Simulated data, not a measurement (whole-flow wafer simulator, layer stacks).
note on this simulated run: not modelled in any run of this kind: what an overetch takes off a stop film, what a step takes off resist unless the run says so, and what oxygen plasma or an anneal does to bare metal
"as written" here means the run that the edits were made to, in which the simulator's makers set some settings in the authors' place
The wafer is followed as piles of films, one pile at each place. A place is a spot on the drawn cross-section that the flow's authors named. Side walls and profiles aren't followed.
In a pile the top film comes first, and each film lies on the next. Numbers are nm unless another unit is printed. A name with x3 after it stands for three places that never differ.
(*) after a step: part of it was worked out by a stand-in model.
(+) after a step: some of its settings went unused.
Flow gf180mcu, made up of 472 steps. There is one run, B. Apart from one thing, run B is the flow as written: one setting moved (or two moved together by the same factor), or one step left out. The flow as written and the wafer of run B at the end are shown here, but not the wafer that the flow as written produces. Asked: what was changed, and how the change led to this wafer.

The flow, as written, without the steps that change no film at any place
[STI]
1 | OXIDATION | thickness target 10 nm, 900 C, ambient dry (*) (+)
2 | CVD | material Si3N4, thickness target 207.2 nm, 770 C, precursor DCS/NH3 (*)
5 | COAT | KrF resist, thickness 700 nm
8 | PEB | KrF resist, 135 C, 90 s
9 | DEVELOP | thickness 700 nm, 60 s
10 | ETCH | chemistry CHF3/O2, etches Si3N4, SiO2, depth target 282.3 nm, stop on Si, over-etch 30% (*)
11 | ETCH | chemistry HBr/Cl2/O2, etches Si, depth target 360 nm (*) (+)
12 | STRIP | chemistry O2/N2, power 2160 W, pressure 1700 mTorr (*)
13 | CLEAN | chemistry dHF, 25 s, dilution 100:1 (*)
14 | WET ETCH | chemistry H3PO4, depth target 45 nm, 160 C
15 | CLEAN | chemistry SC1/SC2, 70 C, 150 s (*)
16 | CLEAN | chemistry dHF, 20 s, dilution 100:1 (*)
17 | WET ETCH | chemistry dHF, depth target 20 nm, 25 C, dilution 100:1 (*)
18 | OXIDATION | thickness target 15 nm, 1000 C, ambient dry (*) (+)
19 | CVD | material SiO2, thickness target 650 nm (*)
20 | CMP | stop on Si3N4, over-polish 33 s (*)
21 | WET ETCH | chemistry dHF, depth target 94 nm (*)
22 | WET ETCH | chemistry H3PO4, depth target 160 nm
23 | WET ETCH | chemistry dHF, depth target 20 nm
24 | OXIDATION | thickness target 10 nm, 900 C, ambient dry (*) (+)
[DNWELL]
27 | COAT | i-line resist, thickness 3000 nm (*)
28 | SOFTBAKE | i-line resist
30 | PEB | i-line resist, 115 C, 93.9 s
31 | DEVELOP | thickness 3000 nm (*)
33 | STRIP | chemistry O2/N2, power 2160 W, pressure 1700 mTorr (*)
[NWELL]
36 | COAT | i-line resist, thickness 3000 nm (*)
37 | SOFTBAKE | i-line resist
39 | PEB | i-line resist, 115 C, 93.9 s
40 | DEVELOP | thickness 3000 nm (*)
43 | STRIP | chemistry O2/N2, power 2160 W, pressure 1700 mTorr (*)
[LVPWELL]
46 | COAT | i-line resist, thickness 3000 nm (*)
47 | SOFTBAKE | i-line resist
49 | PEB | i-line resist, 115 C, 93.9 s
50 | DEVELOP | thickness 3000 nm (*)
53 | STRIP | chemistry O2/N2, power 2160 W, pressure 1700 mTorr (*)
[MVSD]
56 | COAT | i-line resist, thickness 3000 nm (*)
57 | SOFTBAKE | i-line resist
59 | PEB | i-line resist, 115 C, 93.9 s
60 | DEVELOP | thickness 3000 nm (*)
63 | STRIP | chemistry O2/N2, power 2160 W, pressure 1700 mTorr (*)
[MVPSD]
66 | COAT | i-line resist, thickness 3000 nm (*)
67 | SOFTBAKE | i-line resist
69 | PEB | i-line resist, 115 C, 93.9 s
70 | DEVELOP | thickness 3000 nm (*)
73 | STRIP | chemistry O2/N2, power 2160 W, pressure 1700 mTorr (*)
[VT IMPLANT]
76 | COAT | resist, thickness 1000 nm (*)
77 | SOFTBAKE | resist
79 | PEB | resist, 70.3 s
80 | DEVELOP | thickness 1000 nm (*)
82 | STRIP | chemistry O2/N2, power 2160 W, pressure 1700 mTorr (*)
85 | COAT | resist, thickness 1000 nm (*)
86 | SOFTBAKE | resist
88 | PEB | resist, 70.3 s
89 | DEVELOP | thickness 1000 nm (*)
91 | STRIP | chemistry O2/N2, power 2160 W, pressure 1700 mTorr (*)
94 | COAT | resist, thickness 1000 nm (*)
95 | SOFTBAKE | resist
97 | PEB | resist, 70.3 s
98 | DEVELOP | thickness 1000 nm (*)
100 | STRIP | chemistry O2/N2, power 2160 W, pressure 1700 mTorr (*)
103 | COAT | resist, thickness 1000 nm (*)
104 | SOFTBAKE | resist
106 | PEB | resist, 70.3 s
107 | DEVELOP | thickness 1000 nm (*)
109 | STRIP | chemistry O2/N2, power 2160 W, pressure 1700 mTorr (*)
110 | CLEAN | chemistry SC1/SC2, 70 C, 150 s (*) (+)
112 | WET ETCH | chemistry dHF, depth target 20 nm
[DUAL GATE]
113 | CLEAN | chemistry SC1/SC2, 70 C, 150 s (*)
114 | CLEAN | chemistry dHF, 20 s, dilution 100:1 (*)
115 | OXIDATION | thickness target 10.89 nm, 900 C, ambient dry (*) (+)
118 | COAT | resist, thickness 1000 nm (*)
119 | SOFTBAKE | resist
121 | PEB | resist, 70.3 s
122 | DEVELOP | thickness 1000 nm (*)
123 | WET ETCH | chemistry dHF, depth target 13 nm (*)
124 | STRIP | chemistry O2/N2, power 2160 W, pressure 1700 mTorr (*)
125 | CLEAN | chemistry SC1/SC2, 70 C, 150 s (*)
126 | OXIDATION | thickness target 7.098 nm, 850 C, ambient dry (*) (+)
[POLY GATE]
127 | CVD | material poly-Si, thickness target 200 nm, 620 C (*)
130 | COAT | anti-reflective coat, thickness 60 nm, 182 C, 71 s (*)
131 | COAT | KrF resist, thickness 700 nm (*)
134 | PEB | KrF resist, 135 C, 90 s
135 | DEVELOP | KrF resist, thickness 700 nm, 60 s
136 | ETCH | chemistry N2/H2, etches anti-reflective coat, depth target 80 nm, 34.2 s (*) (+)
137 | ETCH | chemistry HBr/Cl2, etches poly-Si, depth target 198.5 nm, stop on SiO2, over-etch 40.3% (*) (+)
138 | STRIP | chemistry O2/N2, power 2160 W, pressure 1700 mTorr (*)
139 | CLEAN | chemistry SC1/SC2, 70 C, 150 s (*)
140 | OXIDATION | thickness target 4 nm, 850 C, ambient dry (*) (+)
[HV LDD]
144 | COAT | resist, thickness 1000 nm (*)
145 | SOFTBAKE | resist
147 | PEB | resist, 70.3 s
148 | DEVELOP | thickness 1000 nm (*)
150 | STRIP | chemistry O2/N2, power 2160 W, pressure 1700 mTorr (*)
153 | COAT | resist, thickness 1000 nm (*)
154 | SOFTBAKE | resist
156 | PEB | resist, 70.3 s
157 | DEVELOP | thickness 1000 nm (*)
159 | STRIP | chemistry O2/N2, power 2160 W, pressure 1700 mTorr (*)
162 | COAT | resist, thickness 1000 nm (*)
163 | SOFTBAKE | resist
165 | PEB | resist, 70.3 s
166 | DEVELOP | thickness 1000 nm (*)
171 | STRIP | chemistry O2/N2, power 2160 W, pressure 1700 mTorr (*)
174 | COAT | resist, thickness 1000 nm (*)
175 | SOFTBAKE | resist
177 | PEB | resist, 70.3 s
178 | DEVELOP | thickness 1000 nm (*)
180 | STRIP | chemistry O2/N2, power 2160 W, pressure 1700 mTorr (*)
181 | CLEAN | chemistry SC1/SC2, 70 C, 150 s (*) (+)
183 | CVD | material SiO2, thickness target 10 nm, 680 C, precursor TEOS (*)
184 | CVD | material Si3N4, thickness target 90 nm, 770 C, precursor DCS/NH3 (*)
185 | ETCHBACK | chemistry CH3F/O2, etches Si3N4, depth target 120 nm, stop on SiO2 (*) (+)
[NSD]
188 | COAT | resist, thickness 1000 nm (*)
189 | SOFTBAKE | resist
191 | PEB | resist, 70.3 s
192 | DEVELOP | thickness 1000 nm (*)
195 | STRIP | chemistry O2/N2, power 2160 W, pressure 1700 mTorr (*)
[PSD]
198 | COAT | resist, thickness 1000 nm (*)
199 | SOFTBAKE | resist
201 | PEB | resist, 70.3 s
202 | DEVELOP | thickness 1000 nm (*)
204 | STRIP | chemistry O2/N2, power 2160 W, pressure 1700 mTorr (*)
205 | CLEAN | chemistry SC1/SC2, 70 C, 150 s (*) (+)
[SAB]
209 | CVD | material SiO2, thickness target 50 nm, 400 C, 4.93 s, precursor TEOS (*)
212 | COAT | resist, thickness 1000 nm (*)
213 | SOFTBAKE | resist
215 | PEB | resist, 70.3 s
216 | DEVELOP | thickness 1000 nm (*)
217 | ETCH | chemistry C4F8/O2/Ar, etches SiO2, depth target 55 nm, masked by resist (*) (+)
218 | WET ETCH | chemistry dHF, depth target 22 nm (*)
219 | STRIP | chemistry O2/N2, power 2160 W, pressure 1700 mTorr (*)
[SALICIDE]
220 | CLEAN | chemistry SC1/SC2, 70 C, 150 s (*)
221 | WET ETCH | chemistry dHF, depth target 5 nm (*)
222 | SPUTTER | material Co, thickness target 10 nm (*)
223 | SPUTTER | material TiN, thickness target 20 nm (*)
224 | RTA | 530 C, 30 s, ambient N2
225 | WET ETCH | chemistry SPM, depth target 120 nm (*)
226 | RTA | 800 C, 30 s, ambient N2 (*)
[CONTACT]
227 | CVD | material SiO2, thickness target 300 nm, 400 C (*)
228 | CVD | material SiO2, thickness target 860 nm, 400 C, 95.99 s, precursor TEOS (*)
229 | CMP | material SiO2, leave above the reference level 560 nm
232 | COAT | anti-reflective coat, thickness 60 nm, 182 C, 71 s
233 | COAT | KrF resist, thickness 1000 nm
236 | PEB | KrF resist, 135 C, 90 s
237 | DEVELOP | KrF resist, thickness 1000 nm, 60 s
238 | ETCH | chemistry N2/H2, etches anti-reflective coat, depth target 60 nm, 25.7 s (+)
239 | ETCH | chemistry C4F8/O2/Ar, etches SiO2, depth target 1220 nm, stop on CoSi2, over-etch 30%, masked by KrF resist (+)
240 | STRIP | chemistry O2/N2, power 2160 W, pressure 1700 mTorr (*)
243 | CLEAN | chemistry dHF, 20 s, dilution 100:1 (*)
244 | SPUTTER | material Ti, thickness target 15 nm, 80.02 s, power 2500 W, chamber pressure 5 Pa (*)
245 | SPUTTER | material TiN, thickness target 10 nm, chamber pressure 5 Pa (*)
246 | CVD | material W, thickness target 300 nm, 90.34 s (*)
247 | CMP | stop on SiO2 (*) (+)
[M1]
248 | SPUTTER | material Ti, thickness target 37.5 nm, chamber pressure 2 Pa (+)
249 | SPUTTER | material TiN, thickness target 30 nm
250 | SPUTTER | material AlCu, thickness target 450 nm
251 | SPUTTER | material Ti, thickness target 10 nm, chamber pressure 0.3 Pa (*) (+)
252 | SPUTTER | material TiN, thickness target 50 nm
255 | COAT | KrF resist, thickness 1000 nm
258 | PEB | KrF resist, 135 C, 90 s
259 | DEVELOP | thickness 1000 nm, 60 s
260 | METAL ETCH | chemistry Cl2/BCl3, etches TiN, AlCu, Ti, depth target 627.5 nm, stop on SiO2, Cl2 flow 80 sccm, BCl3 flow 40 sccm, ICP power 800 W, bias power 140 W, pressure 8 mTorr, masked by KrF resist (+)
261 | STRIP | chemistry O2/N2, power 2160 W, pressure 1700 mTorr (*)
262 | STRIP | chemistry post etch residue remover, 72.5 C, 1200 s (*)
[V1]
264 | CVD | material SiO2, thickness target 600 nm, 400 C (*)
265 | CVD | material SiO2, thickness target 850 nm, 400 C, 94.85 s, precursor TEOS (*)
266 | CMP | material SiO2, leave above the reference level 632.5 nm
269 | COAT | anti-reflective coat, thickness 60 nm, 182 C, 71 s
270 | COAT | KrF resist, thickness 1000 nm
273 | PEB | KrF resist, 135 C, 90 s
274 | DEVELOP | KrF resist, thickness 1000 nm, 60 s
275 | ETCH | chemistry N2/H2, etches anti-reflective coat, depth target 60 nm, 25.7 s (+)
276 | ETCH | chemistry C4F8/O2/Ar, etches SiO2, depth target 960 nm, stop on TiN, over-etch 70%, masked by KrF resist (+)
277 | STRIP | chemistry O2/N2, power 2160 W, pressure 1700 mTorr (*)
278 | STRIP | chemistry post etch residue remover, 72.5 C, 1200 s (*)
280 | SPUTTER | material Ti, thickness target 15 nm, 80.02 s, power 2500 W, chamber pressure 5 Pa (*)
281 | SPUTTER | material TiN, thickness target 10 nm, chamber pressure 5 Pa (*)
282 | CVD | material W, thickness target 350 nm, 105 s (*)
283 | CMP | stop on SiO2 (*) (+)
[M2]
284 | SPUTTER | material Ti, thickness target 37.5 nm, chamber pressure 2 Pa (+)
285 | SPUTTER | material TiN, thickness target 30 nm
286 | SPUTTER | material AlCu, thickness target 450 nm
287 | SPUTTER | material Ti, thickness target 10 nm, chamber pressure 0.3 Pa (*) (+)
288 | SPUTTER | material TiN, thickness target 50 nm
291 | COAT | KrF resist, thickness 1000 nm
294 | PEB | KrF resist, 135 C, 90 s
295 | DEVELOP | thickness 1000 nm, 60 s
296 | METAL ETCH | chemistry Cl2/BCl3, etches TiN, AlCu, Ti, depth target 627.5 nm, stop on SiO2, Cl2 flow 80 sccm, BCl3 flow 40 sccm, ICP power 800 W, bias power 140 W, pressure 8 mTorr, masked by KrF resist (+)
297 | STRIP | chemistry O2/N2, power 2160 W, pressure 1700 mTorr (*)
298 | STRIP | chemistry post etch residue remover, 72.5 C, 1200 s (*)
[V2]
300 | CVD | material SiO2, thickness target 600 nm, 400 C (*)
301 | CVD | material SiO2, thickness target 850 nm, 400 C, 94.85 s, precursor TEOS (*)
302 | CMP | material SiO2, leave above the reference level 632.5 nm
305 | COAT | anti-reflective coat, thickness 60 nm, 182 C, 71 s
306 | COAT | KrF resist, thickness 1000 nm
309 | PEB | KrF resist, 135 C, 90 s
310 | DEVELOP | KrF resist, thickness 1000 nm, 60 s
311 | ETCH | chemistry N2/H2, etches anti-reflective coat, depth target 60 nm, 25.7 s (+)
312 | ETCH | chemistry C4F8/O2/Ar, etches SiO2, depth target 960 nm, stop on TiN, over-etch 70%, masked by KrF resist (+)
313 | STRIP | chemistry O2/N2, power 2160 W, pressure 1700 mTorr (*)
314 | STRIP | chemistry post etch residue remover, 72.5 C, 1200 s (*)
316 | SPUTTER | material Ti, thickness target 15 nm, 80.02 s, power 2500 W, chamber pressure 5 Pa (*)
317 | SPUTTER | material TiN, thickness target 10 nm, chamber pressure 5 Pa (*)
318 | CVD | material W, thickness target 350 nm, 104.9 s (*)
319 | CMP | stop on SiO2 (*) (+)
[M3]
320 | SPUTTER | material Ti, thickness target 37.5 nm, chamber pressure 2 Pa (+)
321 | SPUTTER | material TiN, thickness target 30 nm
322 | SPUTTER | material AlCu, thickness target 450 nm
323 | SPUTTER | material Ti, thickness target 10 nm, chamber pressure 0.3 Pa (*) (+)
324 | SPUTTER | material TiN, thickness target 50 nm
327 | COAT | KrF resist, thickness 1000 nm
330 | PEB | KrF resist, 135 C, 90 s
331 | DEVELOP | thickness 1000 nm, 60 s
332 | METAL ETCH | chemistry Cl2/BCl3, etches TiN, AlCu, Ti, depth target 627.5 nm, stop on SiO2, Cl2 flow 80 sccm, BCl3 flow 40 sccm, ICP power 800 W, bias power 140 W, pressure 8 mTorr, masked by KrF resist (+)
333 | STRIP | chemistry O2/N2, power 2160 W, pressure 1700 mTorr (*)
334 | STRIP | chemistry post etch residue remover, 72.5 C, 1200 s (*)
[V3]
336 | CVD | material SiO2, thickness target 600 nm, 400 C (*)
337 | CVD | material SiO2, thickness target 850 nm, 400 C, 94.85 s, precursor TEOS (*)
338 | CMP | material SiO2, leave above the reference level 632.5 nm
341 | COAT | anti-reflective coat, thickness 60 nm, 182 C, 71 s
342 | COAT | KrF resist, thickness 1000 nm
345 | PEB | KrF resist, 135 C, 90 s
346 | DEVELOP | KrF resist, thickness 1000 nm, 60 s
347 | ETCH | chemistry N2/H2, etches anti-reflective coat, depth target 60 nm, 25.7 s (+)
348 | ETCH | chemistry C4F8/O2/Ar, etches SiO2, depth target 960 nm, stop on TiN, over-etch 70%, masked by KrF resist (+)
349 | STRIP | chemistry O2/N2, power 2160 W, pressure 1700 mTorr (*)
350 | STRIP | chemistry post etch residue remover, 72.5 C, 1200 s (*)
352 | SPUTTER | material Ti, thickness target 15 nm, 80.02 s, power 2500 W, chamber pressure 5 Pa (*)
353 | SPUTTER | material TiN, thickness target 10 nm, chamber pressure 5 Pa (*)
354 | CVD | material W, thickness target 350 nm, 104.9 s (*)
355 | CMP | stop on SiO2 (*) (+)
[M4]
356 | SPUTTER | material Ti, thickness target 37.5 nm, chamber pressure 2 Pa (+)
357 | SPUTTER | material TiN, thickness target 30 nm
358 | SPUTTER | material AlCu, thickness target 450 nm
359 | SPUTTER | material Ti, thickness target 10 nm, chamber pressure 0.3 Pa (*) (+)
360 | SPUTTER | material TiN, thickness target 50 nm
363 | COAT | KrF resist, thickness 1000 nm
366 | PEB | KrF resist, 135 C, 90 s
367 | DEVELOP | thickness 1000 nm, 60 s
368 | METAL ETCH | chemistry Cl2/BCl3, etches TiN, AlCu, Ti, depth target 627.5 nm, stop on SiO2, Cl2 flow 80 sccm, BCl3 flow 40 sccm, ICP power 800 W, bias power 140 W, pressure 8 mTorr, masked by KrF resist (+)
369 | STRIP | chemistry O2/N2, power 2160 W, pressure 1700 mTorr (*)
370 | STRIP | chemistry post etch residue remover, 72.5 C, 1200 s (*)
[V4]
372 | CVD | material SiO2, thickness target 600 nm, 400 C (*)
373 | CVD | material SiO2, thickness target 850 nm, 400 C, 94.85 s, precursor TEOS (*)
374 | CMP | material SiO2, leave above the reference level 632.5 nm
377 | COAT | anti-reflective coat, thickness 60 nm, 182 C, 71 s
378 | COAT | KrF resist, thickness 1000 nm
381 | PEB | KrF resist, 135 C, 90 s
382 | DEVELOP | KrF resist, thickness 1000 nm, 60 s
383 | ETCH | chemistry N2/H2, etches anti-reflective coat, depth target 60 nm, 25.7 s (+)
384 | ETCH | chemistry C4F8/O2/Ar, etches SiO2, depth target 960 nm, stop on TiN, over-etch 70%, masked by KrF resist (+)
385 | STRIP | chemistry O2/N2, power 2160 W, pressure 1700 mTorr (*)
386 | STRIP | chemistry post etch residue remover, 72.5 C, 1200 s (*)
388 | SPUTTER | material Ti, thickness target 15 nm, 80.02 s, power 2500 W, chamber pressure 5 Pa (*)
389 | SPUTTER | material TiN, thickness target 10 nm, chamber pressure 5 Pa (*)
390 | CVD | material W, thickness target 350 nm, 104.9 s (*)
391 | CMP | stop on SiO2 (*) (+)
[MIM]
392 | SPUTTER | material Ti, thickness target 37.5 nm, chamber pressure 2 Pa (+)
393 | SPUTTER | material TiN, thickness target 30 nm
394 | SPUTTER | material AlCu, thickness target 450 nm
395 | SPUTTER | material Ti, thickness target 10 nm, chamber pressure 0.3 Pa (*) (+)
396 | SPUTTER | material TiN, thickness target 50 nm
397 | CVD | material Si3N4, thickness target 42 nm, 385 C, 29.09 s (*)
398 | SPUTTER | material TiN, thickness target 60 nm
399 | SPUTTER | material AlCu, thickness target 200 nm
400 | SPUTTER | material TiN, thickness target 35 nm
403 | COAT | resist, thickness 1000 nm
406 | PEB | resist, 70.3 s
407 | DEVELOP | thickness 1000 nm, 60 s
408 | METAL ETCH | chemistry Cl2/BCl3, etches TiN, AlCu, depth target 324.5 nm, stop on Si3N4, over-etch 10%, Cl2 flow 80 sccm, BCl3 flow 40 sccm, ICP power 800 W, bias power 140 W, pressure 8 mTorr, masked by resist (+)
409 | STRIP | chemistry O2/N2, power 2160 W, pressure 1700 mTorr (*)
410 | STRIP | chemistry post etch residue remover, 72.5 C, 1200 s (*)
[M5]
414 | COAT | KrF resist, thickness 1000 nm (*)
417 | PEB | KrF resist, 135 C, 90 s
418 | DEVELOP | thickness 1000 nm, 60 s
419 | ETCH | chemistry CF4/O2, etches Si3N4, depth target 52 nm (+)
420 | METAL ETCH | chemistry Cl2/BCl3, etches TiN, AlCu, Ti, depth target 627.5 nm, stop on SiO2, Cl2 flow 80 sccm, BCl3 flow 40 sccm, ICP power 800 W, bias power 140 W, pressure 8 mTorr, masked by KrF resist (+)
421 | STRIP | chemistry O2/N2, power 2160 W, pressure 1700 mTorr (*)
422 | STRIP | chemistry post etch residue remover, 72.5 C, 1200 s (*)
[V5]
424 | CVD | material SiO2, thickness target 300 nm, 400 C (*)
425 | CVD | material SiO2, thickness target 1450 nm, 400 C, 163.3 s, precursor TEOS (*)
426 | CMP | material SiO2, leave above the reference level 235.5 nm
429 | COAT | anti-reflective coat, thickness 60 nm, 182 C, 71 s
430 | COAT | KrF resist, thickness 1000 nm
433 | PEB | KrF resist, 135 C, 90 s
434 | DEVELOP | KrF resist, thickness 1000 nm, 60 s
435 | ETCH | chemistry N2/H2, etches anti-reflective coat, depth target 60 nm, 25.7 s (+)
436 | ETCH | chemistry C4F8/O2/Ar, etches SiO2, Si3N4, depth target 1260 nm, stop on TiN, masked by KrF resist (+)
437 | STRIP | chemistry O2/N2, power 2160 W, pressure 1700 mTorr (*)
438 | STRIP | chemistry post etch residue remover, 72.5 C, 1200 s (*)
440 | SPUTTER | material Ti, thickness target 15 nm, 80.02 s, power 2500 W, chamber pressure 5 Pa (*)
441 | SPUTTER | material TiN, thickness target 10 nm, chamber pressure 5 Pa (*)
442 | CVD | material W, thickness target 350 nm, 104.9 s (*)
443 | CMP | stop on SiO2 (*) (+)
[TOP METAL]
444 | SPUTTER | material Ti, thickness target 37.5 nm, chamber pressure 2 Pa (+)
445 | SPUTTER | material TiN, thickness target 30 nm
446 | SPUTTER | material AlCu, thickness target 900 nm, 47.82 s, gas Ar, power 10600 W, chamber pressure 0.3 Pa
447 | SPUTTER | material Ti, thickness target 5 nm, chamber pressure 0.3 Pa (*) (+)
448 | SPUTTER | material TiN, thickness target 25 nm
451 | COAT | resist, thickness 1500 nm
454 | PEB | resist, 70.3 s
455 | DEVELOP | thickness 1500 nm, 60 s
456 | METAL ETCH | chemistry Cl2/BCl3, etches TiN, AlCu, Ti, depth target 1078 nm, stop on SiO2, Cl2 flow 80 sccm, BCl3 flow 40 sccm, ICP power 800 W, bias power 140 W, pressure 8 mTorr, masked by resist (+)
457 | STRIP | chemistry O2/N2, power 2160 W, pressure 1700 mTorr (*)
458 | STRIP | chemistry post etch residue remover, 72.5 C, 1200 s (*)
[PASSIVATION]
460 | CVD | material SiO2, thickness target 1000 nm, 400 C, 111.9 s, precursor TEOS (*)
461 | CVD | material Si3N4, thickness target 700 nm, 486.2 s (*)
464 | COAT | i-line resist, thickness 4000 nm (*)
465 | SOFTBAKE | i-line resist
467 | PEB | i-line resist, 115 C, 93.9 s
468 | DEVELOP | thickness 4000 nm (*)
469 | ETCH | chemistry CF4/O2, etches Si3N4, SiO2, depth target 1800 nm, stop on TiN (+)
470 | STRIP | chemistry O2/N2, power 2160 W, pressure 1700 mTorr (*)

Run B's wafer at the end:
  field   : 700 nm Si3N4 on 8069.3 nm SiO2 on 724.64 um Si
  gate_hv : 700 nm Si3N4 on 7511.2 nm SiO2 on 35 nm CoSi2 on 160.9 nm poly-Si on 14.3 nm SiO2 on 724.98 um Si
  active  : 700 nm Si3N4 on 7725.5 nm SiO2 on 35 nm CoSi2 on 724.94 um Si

The reason: step 322, SPUTTER: thickness target 292 nm was run, though the flow has thickness target 450 nm.

Step by step, how the change led to this:
  322 | SPUTTER | material AlCu, thickness target 450 nm
      field, field__w1, field__w2 and 108 more: +292 AlCu (new film) (in the flow as written it would be: +450 AlCu (new film))
  332 | METAL ETCH | chemistry Cl2/BCl3, etches TiN, AlCu, Ti, depth target 627.5 nm, stop on SiO2, Cl2 flow 80 sccm, BCl3 flow 40 sccm, ICP power 800 W, bias power 140 W, pressure 8 mTorr, masked by KrF resist (+)
      field, field__w1, field__w2 and 103 more: -50 TiN (all of it), -10 Ti (all of it), -292 AlCu (all of it), -30 TiN (all of it), -37.5 Ti (all of it) (in the flow as written it would be: -50 TiN (all of it), -10 Ti (all of it), -450 AlCu (all of it), -30 TiN (all of it), -37.5 Ti (all of it))
  338 | CMP | material SiO2, leave above the reference level 632.5 nm
      field, field__w1, field__w2 and 103 more: -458 SiO2 (in the flow as written it would be: -300 SiO2)
